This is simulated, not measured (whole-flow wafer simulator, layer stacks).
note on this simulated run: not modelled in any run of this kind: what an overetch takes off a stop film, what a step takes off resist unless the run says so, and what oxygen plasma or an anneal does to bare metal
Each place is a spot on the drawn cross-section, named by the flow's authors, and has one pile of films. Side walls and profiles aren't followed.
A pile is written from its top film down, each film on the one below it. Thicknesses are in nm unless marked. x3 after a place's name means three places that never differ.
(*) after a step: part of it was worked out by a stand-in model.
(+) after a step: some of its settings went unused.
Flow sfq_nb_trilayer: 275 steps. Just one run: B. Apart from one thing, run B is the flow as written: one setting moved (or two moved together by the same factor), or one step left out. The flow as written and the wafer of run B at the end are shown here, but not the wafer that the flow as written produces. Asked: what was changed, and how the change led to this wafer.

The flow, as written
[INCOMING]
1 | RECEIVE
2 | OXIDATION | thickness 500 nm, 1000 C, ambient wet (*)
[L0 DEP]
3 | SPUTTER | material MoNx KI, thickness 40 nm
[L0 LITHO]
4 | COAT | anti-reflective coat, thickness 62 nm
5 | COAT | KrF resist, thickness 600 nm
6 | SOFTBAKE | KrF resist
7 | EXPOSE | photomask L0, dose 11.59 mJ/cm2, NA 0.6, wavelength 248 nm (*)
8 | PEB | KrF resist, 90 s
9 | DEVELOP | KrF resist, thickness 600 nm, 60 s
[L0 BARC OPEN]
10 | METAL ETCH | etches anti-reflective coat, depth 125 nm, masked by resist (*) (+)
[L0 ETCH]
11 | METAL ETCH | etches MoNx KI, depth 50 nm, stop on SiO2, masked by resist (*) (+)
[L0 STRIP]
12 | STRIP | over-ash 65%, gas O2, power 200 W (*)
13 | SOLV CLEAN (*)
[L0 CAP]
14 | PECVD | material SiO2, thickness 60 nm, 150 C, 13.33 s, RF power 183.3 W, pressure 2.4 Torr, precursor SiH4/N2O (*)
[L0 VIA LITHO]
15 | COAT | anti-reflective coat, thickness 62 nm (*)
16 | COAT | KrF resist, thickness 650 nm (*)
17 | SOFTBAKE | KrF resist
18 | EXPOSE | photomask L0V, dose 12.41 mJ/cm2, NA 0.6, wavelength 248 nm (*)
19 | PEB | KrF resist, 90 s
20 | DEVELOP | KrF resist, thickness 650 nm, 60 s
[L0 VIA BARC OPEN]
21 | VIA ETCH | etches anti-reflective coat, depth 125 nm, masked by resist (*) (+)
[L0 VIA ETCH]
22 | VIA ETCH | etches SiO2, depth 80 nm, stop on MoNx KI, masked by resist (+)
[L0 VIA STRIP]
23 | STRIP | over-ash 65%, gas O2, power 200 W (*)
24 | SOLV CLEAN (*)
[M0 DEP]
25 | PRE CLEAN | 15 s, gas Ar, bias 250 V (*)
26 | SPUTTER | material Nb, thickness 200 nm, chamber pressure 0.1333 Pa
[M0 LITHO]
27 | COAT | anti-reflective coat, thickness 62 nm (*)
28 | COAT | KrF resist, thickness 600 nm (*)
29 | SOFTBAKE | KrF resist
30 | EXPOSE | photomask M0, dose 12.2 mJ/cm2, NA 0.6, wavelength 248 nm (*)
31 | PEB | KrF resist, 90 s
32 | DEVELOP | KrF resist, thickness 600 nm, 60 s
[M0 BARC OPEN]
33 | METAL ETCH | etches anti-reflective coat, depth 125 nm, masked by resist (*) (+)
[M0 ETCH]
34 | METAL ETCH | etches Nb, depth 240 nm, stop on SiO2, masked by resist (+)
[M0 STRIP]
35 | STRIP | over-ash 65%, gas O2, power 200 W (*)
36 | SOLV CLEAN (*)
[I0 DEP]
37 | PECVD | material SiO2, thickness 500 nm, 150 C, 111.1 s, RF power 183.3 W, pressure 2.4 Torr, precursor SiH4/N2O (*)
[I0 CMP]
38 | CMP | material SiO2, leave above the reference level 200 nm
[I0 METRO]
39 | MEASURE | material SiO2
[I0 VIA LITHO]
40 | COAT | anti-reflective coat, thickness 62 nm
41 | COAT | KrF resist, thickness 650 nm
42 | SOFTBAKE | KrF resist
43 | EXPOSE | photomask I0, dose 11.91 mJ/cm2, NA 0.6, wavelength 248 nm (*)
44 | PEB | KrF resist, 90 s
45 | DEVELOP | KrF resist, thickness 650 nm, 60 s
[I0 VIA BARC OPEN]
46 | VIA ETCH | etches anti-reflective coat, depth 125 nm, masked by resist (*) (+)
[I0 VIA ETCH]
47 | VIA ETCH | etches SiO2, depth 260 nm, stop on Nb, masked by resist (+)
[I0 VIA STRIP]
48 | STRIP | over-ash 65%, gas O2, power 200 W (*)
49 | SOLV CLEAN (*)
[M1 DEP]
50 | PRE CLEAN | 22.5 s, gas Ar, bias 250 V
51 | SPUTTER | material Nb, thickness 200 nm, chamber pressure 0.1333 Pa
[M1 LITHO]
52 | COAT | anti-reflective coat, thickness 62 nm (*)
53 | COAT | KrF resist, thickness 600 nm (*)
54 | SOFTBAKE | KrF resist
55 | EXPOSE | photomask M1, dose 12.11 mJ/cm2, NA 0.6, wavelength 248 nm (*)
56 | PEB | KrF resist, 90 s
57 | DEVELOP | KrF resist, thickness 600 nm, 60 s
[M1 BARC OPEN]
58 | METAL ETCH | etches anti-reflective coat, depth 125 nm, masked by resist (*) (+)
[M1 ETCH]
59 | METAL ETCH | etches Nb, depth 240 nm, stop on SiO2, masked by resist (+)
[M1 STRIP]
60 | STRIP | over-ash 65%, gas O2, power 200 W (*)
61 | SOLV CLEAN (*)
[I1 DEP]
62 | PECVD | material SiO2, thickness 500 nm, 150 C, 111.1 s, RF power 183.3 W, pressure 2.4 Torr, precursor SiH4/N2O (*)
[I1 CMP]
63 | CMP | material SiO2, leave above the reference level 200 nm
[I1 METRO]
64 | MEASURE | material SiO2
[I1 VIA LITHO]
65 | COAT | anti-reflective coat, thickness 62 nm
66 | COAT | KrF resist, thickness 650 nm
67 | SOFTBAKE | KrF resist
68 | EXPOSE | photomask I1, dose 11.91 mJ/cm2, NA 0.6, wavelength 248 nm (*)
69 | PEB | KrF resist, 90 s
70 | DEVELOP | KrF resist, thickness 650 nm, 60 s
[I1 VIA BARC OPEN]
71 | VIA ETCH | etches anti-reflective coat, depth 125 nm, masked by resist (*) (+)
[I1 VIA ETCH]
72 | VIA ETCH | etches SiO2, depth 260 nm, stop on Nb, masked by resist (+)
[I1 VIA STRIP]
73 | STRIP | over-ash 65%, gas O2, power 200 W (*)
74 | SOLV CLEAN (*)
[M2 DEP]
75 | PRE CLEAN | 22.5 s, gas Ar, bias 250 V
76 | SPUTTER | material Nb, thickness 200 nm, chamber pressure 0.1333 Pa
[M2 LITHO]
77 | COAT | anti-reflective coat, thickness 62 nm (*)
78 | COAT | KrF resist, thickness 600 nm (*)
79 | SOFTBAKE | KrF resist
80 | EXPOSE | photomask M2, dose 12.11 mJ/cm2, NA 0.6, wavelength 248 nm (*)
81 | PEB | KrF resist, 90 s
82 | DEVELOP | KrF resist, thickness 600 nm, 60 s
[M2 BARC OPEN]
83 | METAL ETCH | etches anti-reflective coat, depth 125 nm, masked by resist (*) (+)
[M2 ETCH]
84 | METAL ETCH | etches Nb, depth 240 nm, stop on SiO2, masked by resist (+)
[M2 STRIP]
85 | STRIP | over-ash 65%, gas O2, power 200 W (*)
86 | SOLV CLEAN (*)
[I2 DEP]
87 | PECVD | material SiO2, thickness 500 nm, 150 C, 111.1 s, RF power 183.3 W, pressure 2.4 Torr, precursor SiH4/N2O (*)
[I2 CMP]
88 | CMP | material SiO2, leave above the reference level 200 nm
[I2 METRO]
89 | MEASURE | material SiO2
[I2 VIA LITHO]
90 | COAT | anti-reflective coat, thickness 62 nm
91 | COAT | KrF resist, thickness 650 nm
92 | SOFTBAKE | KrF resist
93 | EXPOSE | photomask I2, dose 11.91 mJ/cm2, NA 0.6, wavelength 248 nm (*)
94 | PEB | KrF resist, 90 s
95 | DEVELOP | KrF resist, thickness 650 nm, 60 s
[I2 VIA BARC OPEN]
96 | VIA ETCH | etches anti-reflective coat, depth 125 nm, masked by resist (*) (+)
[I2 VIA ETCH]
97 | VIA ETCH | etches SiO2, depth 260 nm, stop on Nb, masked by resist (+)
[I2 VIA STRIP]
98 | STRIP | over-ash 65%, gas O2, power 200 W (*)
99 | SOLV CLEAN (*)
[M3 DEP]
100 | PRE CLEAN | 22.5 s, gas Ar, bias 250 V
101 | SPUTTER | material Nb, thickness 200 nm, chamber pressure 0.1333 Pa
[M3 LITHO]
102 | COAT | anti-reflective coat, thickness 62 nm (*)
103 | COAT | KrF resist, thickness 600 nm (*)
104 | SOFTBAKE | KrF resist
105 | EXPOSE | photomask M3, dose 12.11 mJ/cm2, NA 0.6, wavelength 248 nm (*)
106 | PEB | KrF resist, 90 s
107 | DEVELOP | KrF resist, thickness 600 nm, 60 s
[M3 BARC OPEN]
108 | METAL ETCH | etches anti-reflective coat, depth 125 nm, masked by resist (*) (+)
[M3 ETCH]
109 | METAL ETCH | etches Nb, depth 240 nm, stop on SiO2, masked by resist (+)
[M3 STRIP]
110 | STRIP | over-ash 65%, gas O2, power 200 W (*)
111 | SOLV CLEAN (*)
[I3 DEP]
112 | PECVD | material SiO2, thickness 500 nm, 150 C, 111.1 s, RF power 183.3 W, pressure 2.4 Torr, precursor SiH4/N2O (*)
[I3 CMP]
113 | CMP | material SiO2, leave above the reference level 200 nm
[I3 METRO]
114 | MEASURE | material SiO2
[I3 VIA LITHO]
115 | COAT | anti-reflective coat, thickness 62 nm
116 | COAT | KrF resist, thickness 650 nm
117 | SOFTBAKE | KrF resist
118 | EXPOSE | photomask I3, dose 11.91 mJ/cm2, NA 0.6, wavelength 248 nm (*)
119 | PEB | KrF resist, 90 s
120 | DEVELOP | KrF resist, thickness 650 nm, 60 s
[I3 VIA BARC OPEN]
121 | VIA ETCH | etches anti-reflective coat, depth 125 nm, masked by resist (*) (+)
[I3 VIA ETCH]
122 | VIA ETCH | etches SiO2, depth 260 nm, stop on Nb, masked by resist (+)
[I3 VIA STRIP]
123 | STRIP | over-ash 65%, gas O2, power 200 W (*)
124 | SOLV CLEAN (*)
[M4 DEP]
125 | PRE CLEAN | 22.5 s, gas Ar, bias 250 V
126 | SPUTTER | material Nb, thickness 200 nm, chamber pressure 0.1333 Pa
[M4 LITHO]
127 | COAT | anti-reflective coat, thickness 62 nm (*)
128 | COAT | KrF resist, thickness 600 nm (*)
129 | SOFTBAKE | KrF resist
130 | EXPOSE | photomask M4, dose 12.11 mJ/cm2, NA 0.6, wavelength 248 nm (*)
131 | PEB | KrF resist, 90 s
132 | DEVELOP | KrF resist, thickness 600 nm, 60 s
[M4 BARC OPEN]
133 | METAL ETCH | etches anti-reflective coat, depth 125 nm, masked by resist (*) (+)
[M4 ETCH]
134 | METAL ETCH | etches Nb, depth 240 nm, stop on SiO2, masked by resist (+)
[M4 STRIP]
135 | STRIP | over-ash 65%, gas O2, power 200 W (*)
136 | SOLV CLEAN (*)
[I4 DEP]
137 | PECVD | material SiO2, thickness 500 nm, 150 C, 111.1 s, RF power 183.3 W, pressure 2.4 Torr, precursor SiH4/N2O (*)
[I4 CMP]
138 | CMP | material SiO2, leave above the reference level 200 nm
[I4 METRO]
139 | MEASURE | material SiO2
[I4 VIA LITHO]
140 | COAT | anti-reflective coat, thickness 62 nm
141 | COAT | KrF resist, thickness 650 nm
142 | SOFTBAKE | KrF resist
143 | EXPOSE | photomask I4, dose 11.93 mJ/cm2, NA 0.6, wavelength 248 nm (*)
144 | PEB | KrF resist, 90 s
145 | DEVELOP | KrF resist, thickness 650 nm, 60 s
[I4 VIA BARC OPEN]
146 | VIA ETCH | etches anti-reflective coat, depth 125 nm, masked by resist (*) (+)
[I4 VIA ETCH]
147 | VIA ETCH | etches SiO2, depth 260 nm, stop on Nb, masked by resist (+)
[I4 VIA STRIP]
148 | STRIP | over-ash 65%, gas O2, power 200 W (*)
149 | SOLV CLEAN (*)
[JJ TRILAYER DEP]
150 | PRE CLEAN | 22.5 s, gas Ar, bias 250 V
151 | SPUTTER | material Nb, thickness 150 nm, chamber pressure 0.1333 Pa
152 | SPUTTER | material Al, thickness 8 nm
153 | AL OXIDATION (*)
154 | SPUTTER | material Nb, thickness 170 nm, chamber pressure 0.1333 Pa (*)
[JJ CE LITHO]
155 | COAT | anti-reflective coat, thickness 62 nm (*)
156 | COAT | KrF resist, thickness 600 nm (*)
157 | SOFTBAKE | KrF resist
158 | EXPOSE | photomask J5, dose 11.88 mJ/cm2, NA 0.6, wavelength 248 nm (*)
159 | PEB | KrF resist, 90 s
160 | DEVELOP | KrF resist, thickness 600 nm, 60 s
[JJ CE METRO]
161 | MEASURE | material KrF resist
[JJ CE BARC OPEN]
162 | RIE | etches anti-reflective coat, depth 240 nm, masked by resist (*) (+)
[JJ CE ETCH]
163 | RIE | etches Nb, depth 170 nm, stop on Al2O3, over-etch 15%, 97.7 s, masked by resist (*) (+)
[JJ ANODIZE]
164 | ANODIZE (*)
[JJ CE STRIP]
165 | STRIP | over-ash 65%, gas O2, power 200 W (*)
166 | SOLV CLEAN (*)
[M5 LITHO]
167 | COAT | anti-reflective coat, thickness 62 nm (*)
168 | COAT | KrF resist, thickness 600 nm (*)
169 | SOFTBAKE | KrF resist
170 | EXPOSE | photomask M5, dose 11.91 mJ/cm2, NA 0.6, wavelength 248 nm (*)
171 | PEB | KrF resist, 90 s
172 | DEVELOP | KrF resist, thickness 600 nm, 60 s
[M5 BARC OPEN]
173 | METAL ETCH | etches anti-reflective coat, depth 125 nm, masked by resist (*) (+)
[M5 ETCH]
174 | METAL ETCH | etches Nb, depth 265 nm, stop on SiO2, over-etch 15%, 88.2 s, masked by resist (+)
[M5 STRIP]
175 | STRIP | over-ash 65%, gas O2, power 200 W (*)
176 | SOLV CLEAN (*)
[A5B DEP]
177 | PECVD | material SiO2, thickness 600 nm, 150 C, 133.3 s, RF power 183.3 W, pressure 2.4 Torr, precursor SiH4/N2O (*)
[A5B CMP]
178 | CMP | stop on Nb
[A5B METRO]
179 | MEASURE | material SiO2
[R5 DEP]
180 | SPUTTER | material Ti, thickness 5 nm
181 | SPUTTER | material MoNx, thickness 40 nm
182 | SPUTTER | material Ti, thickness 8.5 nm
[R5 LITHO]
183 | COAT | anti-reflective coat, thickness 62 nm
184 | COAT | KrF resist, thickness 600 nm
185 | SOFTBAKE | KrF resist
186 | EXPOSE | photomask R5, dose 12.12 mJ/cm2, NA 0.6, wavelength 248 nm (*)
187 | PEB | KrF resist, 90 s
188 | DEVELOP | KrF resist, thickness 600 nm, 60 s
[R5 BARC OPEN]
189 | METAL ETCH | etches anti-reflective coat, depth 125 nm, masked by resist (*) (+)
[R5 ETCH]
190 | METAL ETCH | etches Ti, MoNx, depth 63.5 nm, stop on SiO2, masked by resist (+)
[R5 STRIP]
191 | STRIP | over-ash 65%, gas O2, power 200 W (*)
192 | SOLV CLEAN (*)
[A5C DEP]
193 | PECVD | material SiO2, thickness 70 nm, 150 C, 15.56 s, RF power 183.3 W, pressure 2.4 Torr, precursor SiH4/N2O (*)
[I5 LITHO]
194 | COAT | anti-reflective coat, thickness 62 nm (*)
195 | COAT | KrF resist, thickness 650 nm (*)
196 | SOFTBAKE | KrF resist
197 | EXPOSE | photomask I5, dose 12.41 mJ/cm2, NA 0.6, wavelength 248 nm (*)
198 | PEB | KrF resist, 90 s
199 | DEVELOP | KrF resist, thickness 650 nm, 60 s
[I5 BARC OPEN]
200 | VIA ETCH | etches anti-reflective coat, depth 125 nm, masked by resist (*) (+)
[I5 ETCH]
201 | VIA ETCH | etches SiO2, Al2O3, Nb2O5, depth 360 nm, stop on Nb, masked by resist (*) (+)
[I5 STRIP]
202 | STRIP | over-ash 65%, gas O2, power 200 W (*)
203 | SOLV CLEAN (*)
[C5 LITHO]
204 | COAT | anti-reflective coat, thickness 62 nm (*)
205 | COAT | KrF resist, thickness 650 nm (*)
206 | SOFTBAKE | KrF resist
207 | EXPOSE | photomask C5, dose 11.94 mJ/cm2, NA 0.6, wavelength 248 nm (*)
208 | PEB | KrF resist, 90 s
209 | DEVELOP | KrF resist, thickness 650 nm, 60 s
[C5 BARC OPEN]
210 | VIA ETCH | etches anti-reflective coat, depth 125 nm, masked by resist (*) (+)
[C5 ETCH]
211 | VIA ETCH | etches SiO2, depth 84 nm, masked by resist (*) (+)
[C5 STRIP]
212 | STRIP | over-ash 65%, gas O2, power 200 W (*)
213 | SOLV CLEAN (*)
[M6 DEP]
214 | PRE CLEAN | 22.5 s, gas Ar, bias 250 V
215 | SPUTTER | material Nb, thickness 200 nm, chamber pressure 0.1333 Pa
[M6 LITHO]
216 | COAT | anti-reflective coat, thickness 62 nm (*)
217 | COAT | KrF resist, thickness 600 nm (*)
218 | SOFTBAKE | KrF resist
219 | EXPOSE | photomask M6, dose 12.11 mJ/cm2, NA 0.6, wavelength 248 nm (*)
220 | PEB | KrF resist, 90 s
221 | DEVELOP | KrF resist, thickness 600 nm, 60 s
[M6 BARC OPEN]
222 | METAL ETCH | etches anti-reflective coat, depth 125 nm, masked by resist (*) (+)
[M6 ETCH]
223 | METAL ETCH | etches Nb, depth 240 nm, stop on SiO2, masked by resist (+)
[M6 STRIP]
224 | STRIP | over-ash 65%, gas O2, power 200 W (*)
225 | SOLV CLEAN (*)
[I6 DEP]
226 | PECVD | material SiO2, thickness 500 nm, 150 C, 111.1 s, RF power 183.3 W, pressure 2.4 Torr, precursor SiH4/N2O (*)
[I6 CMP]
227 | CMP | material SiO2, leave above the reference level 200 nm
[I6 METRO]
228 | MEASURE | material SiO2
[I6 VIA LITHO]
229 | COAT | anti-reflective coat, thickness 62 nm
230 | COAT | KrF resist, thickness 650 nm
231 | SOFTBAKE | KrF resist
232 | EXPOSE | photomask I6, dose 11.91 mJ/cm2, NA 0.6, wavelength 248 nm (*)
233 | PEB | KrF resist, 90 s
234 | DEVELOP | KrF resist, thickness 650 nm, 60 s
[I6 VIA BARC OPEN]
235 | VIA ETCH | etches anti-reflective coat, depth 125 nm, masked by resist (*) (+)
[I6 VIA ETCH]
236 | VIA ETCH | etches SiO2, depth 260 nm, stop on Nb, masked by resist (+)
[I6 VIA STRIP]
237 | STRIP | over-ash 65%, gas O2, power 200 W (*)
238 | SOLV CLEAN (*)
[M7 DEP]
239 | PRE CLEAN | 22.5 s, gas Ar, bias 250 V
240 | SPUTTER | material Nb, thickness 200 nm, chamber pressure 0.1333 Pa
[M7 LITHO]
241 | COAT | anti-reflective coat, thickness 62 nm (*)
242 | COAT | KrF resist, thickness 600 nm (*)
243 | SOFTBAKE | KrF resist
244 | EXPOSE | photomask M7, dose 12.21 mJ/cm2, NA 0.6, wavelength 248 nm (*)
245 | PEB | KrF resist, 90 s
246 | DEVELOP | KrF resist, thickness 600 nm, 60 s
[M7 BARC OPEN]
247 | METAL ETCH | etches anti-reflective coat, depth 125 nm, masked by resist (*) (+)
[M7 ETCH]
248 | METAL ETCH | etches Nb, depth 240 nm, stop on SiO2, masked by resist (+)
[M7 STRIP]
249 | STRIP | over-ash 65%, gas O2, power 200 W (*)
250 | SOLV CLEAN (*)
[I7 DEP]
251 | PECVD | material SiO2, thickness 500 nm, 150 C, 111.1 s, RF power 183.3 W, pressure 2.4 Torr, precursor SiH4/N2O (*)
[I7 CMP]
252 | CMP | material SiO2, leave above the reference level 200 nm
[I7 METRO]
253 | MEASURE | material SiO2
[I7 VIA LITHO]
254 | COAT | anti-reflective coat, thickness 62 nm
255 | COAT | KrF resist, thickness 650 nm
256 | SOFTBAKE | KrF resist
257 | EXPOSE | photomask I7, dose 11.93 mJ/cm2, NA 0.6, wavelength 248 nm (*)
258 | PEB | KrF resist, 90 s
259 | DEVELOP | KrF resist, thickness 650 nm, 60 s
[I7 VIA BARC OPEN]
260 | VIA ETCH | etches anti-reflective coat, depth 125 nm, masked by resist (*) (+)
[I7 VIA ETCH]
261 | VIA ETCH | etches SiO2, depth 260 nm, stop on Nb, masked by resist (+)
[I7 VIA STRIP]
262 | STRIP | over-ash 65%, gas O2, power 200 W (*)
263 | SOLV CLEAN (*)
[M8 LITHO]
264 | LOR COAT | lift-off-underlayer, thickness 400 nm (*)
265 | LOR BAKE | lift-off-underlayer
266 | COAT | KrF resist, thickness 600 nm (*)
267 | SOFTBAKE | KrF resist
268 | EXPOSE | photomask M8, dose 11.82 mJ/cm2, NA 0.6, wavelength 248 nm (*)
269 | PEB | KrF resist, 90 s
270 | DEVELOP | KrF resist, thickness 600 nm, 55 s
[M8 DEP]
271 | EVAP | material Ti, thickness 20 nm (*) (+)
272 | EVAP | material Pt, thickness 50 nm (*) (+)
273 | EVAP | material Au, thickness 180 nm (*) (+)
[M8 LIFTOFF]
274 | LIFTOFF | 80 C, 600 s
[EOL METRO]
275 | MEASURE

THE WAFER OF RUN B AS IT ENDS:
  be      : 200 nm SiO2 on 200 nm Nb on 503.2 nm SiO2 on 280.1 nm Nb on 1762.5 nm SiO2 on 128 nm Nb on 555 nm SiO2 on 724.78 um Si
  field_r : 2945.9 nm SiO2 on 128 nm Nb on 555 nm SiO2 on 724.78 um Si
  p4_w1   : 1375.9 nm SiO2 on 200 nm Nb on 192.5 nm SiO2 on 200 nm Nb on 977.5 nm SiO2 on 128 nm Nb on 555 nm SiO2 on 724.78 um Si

What caused this: step 26, SPUTTER: thickness 128 nm was run, though the flow has thickness 200 nm.
One can read it off the wafer: be has Nb 128, and step 26 as written asks for 200 nm.

How this came from the change, step by step:
  26 | SPUTTER | material Nb, thickness 200 nm, chamber pressure 0.1333 Pa
      field_l, via_wl, via_w and 100 more: +128 Nb (new film) (in the flow as written it would be: +200 Nb (new film))
      v_sur: +124.4 Nb (new film) (in the flow as written it would be: +200 Nb (new film))
      (as well as at 2 more places)
  27 | COAT | anti-reflective coat, thickness 62 nm (*)
      v_sur: +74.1 anti-reflective coat (new film) (in the flow as written it would be: +72.3 anti-reflective coat (new film))
  34 | METAL ETCH | etches Nb, depth 240 nm, stop on SiO2, masked by resist (+)
      field_l, v_sur, via_wl and 100 more: -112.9 KrF resist (in the flow as written it would be: -141.2 KrF resist)
      moat, m0r_space_l, m0r_space_r: -128 Nb (all of it) (in the flow as written it would be: -200 Nb (all of it))
  35 | STRIP | over-ash 65%, gas O2, power 200 W (*)
      p4_fl, p4_fm, p4_w1 and 68 more: -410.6 KrF resist (all of it), -62 anti-reflective coat (all of it) (in the flow as written it would be: -382.4 KrF resist (all of it), -62 anti-reflective coat (all of it))
      c5j, ce_r, sp_r, be_r, r_sur, res: -417.2 KrF resist (all of it), -63.6 anti-reflective coat (all of it) (in the flow as written it would be: -389 KrF resist (all of it), -63.6 anti-reflective coat (all of it))
      (as well as at 26 more places)
  37 | PECVD | material SiO2, thickness 500 nm, 150 C, 111.1 s, RF power 183.3 W, pressure 2.4 Torr, precursor SiH4/N2O (*)
      moat, m0r_space_l, m0r_space_r: +500 SiO2 (in the flow as written it would be: +557.1 SiO2)
  38 | CMP | material SiO2, leave above the reference level 200 nm
      moat, m0r_space_l, m0r_space_r: -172 SiO2 (in the flow as written it would be: -157.1 SiO2)
